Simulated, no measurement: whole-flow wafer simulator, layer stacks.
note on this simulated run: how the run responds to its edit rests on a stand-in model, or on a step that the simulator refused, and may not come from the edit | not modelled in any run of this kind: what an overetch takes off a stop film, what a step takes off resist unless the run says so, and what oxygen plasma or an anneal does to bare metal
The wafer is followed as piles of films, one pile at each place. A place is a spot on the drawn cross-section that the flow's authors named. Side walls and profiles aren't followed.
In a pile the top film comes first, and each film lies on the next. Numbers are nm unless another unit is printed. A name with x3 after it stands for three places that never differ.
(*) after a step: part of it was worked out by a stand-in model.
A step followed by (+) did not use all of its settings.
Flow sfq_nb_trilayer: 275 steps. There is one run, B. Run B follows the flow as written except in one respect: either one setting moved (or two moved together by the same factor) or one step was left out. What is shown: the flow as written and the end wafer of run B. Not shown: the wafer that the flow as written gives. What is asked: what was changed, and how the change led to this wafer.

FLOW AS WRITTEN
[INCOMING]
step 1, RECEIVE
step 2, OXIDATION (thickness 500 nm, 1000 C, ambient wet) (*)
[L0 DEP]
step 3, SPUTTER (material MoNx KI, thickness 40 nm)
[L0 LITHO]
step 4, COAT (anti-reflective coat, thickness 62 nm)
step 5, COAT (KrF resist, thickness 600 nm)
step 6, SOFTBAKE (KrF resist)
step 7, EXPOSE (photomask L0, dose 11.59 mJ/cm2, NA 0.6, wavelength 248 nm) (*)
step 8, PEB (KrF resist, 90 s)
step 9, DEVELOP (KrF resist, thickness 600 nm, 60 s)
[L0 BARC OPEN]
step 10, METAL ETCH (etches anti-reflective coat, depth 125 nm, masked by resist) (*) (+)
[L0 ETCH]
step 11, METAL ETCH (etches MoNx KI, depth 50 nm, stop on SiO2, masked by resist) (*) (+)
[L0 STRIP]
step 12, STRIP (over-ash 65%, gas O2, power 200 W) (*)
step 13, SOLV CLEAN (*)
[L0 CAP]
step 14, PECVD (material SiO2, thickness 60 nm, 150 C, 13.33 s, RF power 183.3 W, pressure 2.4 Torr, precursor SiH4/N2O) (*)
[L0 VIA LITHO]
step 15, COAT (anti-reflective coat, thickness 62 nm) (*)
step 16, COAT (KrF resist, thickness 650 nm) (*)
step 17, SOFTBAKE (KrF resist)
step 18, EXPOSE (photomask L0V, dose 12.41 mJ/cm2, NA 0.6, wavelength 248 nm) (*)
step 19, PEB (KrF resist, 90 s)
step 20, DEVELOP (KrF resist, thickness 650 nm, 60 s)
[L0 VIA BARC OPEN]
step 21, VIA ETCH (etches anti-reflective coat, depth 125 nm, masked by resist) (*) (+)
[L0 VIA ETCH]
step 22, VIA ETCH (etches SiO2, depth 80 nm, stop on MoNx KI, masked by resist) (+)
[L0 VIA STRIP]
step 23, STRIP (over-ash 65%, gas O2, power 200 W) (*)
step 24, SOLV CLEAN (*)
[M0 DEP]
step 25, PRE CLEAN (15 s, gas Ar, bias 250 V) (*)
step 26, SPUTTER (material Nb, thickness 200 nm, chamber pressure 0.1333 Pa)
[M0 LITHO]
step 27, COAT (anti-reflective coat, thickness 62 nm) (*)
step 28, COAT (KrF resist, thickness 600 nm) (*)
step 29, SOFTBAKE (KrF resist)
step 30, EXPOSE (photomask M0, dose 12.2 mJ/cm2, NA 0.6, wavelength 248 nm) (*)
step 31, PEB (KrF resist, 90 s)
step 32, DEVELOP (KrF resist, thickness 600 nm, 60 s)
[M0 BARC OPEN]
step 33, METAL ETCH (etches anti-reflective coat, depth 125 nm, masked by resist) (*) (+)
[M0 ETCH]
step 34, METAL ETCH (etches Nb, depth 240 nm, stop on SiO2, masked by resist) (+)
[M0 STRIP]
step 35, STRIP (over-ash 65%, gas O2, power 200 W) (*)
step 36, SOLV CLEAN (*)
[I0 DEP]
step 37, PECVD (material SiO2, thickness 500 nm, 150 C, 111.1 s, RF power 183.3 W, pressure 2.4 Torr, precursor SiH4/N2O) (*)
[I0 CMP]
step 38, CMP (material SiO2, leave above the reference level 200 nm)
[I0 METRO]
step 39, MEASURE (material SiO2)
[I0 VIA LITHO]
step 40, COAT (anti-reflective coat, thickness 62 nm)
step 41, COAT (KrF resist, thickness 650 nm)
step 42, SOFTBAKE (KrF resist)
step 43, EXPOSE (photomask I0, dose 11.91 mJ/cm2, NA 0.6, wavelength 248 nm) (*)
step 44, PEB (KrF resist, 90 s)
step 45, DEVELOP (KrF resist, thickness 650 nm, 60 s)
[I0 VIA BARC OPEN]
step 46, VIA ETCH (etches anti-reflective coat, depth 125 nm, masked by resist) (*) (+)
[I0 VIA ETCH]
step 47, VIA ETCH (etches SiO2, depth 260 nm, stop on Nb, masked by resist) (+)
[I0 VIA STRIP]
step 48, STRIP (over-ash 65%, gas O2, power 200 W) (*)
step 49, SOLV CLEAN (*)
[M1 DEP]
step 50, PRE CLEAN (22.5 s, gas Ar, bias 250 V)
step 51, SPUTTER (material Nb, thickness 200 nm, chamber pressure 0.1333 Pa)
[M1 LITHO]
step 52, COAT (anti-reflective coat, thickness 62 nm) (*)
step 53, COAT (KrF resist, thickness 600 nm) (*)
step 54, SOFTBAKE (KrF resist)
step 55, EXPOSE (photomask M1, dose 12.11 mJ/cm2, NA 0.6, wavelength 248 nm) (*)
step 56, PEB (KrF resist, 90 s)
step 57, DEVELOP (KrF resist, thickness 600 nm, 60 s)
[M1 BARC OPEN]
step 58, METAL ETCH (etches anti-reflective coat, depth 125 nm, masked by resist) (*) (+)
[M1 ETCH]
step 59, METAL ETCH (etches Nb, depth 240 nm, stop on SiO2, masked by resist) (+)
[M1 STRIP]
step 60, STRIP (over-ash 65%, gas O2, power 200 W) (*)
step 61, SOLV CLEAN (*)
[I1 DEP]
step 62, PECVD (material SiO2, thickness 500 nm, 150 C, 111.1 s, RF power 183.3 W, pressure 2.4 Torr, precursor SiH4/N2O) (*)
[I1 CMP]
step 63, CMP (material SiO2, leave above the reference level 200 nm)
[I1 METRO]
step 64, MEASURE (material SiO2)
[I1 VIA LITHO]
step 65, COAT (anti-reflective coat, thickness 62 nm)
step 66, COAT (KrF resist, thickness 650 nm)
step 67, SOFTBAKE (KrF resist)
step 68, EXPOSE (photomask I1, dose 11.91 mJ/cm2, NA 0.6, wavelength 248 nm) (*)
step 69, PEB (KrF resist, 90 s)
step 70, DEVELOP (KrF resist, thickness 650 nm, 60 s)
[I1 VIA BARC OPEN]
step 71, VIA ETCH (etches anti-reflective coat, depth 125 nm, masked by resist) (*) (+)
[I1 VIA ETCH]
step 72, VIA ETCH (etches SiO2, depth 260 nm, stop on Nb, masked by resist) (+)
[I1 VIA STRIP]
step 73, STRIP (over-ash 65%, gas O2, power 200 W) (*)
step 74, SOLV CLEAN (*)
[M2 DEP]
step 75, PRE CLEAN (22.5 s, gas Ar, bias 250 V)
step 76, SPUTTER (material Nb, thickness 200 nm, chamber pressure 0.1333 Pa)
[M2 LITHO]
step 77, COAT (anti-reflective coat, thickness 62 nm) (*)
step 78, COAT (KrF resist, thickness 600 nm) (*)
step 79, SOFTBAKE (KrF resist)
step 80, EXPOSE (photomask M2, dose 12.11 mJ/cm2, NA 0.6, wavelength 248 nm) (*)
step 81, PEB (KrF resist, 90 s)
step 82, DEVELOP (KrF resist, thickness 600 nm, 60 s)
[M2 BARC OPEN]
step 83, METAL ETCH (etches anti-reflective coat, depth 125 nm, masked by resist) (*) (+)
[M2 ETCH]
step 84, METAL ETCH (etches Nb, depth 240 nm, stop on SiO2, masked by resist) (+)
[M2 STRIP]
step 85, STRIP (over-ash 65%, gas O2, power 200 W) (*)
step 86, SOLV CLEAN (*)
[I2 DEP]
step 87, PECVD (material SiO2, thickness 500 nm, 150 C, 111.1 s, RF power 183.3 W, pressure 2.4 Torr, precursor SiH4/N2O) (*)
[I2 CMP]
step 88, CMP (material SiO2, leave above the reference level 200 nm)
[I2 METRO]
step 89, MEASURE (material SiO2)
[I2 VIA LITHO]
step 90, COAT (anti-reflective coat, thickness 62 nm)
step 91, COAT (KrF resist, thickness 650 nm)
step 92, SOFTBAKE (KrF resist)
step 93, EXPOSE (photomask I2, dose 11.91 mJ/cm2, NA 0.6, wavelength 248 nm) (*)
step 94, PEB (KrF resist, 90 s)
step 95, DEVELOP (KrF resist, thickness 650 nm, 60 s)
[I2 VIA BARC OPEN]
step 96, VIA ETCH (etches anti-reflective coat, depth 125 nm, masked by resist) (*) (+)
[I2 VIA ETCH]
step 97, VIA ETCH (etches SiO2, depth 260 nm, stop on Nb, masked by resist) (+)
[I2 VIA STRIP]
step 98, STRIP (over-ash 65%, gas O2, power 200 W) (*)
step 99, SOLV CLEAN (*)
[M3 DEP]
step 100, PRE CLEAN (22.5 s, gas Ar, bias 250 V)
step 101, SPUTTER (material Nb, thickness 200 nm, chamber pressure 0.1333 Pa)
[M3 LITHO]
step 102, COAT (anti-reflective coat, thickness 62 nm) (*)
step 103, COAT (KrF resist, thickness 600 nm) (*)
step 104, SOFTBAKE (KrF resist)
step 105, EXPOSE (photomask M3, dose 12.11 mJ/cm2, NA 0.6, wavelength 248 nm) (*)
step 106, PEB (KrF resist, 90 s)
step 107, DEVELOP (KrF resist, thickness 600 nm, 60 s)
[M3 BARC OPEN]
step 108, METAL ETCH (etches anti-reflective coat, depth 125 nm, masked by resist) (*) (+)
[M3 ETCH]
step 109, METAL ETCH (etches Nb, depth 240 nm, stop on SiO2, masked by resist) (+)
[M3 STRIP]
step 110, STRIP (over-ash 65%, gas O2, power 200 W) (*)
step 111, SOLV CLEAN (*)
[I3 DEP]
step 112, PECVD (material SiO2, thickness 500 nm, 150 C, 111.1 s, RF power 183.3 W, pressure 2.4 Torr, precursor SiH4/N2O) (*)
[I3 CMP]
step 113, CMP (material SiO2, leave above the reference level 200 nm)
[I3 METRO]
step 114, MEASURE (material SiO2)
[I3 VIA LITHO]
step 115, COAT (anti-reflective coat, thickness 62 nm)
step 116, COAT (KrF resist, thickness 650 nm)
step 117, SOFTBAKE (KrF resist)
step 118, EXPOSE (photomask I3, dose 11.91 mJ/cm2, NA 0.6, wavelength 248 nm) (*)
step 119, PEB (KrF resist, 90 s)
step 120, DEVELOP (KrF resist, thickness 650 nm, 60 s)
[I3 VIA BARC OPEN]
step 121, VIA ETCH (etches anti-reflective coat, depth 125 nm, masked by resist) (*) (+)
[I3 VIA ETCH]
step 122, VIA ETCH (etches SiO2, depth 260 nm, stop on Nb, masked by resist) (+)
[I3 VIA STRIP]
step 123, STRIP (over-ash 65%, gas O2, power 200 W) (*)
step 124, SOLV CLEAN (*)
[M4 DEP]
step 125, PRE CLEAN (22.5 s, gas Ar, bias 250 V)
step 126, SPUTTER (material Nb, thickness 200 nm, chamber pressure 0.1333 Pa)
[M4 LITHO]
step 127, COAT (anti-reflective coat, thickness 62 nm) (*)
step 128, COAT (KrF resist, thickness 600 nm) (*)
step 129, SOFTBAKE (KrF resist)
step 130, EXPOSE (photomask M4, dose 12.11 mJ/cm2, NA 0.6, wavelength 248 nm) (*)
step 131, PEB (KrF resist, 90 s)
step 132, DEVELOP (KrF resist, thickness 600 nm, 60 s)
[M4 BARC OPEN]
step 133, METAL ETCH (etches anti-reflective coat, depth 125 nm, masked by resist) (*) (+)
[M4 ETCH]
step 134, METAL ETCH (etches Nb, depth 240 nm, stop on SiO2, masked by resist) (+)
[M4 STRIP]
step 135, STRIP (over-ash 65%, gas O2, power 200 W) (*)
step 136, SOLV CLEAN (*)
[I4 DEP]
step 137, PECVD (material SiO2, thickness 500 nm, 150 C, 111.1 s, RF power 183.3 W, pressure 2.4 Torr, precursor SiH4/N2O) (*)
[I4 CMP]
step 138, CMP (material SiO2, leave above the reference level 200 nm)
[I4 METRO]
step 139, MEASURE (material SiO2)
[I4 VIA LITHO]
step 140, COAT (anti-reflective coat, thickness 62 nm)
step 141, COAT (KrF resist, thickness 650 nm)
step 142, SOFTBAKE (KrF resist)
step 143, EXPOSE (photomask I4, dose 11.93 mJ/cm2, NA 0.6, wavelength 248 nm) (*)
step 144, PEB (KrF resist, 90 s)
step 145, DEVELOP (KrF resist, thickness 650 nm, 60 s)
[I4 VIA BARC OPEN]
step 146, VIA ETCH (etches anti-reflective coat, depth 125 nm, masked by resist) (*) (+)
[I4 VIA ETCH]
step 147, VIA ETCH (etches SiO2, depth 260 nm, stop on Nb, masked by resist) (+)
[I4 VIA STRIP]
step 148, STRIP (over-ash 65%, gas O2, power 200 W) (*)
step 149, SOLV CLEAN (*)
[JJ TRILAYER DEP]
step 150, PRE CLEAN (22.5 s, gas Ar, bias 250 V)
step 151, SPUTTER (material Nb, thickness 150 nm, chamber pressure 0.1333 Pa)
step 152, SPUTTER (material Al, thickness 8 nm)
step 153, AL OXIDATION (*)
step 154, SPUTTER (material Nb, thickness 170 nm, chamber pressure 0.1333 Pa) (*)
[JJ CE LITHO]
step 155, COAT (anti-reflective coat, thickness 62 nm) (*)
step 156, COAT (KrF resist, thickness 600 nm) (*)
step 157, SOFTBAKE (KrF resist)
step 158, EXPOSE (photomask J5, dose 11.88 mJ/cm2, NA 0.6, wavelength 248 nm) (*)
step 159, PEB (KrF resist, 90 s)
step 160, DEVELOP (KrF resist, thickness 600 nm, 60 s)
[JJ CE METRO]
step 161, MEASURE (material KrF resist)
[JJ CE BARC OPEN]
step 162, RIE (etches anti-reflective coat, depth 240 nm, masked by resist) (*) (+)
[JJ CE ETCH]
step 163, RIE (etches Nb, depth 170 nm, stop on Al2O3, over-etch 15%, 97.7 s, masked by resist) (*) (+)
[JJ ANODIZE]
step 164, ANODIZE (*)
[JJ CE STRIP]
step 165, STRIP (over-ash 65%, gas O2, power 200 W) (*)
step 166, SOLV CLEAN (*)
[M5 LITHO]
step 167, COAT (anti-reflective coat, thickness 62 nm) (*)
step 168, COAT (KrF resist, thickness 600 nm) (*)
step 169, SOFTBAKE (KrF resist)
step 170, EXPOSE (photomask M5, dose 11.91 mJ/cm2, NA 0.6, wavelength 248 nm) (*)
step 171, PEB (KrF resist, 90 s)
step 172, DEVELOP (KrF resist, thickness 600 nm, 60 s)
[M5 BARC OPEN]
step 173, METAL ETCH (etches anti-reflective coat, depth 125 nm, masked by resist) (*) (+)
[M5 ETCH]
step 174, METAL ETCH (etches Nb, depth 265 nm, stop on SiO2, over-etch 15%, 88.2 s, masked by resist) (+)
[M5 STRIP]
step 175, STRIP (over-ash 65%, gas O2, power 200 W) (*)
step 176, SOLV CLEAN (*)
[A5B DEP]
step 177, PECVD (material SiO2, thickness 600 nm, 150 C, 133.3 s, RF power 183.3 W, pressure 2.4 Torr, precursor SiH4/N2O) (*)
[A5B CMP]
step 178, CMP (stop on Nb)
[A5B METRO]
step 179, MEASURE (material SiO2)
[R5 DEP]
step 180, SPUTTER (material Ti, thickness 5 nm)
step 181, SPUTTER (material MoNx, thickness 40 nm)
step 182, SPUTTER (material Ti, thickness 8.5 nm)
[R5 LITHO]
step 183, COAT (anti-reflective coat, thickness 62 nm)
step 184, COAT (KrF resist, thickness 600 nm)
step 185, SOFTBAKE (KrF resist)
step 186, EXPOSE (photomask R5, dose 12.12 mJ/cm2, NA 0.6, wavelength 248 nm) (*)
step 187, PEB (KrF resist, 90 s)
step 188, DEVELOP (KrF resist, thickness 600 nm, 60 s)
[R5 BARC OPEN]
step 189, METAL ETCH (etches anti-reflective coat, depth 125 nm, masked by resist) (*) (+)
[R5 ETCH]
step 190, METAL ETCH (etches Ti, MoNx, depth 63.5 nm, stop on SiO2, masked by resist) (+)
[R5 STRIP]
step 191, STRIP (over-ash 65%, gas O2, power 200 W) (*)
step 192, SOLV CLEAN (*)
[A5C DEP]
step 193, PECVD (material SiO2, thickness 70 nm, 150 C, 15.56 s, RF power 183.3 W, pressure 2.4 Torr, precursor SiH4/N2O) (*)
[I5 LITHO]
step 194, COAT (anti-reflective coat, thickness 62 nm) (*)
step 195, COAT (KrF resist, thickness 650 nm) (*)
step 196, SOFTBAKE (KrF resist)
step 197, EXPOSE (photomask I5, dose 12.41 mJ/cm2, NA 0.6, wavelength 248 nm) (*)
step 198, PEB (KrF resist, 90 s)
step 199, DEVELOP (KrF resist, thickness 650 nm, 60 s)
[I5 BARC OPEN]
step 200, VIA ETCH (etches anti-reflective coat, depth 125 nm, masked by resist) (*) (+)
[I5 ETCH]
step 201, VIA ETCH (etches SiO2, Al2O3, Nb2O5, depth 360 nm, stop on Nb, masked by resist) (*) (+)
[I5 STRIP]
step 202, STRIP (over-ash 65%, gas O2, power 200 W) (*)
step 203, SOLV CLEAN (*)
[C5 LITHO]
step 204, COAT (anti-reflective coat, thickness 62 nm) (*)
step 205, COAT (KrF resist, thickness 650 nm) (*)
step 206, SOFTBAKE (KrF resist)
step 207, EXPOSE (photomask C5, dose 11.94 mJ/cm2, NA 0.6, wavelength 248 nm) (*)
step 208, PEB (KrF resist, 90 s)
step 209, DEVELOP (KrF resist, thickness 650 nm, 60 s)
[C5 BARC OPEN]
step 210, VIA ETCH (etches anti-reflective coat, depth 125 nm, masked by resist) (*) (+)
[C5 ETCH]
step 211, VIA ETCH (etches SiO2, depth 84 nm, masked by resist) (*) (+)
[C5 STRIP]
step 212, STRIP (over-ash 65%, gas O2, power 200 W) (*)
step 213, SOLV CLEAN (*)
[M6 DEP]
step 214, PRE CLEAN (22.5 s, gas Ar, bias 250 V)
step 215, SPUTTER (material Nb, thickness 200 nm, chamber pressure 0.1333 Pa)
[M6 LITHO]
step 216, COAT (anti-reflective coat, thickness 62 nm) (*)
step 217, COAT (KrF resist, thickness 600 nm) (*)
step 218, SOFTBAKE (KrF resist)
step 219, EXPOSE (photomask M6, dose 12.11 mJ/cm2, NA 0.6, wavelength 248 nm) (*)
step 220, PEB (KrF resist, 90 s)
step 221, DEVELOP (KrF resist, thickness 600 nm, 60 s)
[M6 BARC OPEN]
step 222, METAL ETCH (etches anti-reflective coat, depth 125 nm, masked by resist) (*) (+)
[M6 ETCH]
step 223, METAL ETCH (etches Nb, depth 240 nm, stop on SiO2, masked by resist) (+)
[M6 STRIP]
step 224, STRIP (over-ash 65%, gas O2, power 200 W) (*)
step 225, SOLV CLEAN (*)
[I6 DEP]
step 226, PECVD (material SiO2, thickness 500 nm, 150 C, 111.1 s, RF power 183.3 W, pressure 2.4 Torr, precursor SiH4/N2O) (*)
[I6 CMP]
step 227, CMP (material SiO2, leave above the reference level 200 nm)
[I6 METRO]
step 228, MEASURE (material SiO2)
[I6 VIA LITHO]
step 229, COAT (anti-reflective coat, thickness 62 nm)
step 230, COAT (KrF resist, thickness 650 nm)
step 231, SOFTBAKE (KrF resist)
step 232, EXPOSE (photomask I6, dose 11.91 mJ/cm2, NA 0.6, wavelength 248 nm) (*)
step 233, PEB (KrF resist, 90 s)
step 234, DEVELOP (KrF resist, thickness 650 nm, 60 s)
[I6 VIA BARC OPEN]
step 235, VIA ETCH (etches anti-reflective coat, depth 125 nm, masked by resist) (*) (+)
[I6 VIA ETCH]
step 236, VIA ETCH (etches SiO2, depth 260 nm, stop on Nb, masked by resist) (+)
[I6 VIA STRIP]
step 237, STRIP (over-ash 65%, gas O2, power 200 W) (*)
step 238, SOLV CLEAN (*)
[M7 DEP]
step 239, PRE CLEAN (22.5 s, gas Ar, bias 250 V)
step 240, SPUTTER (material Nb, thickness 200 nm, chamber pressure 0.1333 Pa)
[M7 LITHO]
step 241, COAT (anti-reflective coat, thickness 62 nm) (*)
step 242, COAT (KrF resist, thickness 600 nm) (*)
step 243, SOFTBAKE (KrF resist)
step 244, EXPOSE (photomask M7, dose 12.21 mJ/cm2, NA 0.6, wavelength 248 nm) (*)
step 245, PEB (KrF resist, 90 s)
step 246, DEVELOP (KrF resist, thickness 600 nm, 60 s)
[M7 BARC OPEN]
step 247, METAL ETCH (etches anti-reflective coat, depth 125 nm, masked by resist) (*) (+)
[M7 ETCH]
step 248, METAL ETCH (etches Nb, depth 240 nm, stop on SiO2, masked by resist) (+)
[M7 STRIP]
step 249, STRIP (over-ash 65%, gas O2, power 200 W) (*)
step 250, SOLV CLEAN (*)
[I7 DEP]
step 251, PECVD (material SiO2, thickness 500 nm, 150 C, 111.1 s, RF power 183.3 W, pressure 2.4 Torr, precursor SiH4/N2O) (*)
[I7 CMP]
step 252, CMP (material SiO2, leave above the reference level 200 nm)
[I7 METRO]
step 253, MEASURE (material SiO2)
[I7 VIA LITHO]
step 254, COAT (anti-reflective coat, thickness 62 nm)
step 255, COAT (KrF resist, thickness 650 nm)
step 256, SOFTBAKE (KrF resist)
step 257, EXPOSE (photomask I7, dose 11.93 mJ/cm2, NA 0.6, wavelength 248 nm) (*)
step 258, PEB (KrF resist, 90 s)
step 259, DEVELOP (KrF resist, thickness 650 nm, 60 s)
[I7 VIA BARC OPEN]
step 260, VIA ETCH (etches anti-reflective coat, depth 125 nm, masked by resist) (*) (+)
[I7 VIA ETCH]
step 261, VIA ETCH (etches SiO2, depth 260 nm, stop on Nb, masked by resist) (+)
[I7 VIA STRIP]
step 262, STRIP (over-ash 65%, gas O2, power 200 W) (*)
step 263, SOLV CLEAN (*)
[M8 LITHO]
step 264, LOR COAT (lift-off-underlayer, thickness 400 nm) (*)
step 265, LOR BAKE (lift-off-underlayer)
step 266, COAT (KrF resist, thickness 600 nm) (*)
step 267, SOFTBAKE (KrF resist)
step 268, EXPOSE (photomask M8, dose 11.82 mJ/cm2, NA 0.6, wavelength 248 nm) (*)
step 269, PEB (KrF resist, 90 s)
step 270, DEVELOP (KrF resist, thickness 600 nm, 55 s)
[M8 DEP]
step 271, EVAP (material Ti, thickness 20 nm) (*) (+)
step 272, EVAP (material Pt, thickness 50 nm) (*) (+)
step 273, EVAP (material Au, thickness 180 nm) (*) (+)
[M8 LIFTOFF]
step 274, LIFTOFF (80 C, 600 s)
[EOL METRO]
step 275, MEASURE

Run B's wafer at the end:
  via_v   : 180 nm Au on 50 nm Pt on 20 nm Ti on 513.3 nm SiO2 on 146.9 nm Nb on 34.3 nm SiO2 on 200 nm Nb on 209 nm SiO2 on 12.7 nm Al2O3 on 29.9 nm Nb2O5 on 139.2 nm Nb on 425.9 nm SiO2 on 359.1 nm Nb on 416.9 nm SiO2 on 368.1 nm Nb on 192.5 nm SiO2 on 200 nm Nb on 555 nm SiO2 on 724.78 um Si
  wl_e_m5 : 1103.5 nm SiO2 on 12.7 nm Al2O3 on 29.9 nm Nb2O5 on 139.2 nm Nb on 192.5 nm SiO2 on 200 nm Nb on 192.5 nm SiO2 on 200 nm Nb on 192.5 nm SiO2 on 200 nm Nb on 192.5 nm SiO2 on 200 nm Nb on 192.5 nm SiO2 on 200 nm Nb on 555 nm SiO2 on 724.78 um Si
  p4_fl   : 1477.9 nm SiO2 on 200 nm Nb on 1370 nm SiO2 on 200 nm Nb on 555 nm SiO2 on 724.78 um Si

Cause: step 227, CMP: leave above the reference level 302 nm was run, though the flow has leave above the reference level 200 nm.

Step by step, how the change led to this:
  step 227, CMP (material SiO2, leave above the reference level 200 nm)
      field_l, p4_fl, p4_fm and 59 more: nothing (as written it would have been: -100 SiO2)
      moat, field_r, lsp_l, ln_m5, lsp_m: nothing (as written it would have been: -93.6 SiO2)
      (as well as at 39 more places)
  step 229, COAT (anti-reflective coat, thickness 62 nm)
      moat, l0v: +63.5 anti-reflective coat (new film) (as written it would have been: +62 anti-reflective coat (new film))
      r_end: +60.4 anti-reflective coat (new film) (as written it would have been: +62 anti-reflective coat (new film))
      (as well as at 3 more places)
  step 236, VIA ETCH (etches SiO2, depth 260 nm, stop on Nb, masked by resist) (+)
      via_v: -260 SiO2 (as written it would have been: -199.8 SiO2 (all of it))
  step 237, STRIP (over-ash 65%, gas O2, power 200 W) (*)
      r_end: -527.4 KrF resist (all of it), -60.4 anti-reflective coat (all of it) (as written it would have been: -528.6 KrF resist (all of it), -62 anti-reflective coat (all of it))
      moat: -531.4 KrF resist (all of it), -63.5 anti-reflective coat (all of it) (as written it would have been: -528.6 KrF resist (all of it), -62 anti-reflective coat (all of it))
      (as well as at 4 more places)
  step 239, PRE CLEAN (22.5 s, gas Ar, bias 250 V)
      via_v: -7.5 SiO2 (as written it would have been: -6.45 Nb)
  step 240, SPUTTER (material Nb, thickness 200 nm, chamber pressure 0.1333 Pa)
      via_v: +146.9 Nb (new film) (as written it would have been: +161.1 Nb)
  step 241, COAT (anti-reflective coat, thickness 62 nm) (*)
      via_sp: +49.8 anti-reflective coat (new film) (as written it would have been: +53.1 anti-reflective coat (new film))
      via_v: +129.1 anti-reflective coat (new film) (as written it would have been: +126 anti-reflective coat (new film))
      (as well as at 5 more places)
  step 242, COAT (KrF resist, thickness 600 nm) (*)
      via_v: +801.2 KrF resist (new film) (as written it would have been: +742.5 KrF resist (new film))
  step 247, METAL ETCH (etches anti-reflective coat, depth 125 nm, masked by resist) (*) (+)
      l0v: -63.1 anti-reflective coat (all of it) (as written it would have been: -61.8 anti-reflective coat (all of it))
  step 249, STRIP (over-ash 65%, gas O2, power 200 W) (*)
      via_sp: -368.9 KrF resist (all of it), -49.8 anti-reflective coat (all of it) (as written it would have been: -373.6 KrF resist (all of it), -53.1 anti-reflective coat (all of it))
      via_v: -583 KrF resist (all of it), -129.1 anti-reflective coat (all of it) (as written it would have been: -524.5 KrF resist (all of it), -126 anti-reflective coat (all of it))
      (as well as at 4 more places)
  step 251, PECVD (material SiO2, thickness 500 nm, 150 C, 111.1 s, RF power 183.3 W, pressure 2.4 Torr, precursor SiH4/N2O) (*)
      via_v: +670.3 SiO2 (new film) (as written it would have been: +621 SiO2 (new film))
  step 252, CMP (material SiO2, leave above the reference level 200 nm)
      moat, ln_m5, lsp_m: -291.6 SiO2 (as written it would have been: -300 SiO2)
      field_r, lsp_l: -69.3 SiO2 (as written it would have been: -77.7 SiO2)
      (as well as at 4 more places)
With metal films that touch counted as one body, via_v has 7 bodies (between them, from the top down: SiO2 513.3; SiO2 34.3; SiO2 209 / Al2O3 12.7 / Nb2O5 29.9; SiO2 425.9; SiO2 416.9; SiO2 192.5); the flow as written gives 6 bodies (between them, from the top down: SiO2 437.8; SiO2 209 / Al2O3 12.7 / Nb2O5 29.9; SiO2 425.9; SiO2 416.9; SiO2 192.5).
